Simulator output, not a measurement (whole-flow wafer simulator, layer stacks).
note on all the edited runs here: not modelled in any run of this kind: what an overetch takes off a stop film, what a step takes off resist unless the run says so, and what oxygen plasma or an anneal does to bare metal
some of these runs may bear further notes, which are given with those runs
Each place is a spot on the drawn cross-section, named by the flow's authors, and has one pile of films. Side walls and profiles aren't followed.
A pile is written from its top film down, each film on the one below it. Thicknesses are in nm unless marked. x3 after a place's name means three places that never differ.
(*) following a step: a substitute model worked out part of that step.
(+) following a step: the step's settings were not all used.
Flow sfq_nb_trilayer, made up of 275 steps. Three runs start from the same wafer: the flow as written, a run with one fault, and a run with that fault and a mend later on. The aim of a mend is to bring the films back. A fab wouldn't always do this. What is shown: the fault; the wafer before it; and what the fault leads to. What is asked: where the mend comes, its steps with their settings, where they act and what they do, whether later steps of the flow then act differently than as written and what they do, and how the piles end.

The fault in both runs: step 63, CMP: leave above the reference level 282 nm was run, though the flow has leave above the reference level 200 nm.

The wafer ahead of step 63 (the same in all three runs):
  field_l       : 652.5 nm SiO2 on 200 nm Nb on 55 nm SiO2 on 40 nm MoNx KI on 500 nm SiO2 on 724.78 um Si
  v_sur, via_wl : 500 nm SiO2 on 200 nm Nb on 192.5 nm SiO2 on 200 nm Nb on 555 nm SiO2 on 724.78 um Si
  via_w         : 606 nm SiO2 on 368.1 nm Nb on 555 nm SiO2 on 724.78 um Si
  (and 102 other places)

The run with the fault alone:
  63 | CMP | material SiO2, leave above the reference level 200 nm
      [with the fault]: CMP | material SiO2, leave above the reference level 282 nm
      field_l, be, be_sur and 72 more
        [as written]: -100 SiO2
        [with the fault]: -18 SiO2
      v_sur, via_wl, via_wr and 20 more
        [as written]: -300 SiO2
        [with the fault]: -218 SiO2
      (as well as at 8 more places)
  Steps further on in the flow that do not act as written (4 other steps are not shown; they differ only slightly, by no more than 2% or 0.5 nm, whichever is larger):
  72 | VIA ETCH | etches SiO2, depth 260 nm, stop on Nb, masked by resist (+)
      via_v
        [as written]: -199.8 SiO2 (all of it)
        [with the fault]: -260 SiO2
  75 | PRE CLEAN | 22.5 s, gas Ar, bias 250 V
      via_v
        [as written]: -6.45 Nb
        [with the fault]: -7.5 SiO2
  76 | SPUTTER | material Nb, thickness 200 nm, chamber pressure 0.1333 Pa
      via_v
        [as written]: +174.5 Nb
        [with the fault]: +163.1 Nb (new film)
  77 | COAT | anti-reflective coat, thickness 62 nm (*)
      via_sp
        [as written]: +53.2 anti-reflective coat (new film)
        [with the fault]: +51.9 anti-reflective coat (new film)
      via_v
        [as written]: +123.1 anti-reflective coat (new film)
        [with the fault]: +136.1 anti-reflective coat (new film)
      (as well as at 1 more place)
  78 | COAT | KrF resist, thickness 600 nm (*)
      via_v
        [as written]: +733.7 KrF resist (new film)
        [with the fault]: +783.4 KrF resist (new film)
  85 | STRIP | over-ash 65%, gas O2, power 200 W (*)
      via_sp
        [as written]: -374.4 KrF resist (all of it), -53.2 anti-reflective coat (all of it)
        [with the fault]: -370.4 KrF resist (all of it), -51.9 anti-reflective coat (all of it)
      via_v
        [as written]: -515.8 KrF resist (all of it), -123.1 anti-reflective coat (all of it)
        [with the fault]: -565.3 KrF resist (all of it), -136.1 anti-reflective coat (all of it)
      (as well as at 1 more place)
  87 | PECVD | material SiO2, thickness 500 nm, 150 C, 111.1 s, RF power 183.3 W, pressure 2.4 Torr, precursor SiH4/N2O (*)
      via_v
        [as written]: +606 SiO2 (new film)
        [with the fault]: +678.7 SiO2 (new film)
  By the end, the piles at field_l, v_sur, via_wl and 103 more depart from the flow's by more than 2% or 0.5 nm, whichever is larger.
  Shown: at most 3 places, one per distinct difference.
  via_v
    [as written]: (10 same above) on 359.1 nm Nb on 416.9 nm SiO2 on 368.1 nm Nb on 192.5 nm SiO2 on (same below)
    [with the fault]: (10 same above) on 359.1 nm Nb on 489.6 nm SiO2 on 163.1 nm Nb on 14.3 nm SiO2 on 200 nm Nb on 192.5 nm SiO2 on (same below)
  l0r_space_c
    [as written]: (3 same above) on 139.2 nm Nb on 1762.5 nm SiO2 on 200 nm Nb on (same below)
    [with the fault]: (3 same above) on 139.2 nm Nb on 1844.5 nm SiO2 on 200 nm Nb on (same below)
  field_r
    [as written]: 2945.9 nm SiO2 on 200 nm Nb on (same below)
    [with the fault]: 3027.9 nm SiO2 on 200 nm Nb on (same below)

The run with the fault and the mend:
  The mend stands after step 64.
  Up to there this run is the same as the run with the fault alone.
  64a | CMP | material SiO2, leave above the reference level 200 nm (a further turn of the flow's step 63)
      field_l, v_sur, via_wl and 103 more
        -82 SiO2
  Every later step of the flow that is run acts as written at every place that is followed.
  By the end, the piles equal the flow's at every place that both follow.
